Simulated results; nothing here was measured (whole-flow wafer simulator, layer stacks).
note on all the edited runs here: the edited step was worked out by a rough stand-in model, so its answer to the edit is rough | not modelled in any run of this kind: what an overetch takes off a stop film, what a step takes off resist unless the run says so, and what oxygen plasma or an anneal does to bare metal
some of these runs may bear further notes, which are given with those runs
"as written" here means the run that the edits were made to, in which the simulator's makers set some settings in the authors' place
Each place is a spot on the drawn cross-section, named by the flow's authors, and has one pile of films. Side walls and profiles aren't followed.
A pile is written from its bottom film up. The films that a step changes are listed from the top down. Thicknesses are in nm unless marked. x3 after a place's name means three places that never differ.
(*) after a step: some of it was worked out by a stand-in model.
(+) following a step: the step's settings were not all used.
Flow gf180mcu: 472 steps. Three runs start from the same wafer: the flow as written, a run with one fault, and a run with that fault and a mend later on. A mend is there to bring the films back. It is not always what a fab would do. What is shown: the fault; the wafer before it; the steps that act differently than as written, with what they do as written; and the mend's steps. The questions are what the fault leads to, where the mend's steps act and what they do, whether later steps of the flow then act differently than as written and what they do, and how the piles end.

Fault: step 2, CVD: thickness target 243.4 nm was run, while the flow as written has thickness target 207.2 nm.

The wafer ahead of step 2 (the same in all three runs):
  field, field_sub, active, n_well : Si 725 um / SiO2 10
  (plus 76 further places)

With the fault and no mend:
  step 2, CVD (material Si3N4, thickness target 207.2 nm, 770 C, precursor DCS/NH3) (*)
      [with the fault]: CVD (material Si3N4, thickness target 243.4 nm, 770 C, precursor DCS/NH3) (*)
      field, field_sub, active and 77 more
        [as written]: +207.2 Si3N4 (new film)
        [with the fault]: +243.4 Si3N4 (new film)
  Steps further on in the flow that do not act as written (not shown: 87 more steps that differ only slightly, by at most 2% or 0.5 nm, whichever is larger):
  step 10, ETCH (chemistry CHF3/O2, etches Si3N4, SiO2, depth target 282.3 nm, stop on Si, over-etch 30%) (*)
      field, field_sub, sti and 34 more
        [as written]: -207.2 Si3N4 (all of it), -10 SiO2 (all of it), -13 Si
        [with the fault]: -243.4 Si3N4 (all of it), -10 SiO2 (all of it), -5.78 Si
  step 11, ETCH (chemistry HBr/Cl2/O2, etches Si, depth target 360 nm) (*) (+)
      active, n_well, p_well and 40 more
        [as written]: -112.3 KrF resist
        [with the fault]: -114.7 KrF resist
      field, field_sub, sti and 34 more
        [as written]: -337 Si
        [with the fault]: -344.2 Si
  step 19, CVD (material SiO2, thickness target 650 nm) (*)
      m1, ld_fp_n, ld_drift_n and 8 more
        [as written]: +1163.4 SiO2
        [with the fault]: +1199.6 SiO2
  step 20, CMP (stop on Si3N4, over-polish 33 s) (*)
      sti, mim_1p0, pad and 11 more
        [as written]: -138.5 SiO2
        [with the fault]: -102.2 SiO2
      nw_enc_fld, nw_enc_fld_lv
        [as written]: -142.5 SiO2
        [with the fault]: -106.2 SiO2
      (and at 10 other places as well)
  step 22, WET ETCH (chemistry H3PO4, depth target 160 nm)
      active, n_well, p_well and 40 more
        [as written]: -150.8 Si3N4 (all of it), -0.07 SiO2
        [with the fault]: -160.1 Si3N4
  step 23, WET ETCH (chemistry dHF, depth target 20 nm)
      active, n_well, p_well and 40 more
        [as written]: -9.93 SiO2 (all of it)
        [with the fault]: -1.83 Si3N4
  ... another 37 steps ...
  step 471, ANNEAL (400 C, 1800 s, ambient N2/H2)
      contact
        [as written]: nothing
        [with the fault]: under 49 films: +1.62 void (new film), -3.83 Ti, +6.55 TiSi first (new film), -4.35 Si
  The piles end different from the flow's at field__w8, active, n_well and 56 more by more than 2% or 0.5 nm, whichever is larger.
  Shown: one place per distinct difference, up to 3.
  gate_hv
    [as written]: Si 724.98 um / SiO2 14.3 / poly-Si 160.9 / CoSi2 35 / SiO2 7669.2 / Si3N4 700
    [with the fault]: Si 725 um / SiO2 10 / Si3N4 22.1 / poly-Si 160.9 / CoSi2 35 / SiO2 7682.3 / Si3N4 700
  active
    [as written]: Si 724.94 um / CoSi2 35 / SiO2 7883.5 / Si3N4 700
    [with the fault]: Si 725 um / SiO2 10 / Si3N4 16.8 / SiO2 7883.4 / Si3N4 700
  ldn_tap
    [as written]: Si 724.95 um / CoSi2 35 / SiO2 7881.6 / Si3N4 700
    [with the fault]: Si 725 um / SiO2 10 / Si3N4 18.3 / SiO2 7881.9 / Si3N4 700

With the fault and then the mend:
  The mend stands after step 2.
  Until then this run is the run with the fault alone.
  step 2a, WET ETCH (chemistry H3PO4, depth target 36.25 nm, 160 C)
      field, field_sub, active and 77 more
        -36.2 Si3N4
  None of the later steps of the flow differs from how it acts as written, at any place that is followed, by more than 2% or 0.5 nm, whichever is larger.
  By the end, the piles equal the flow's at every place that both follow.
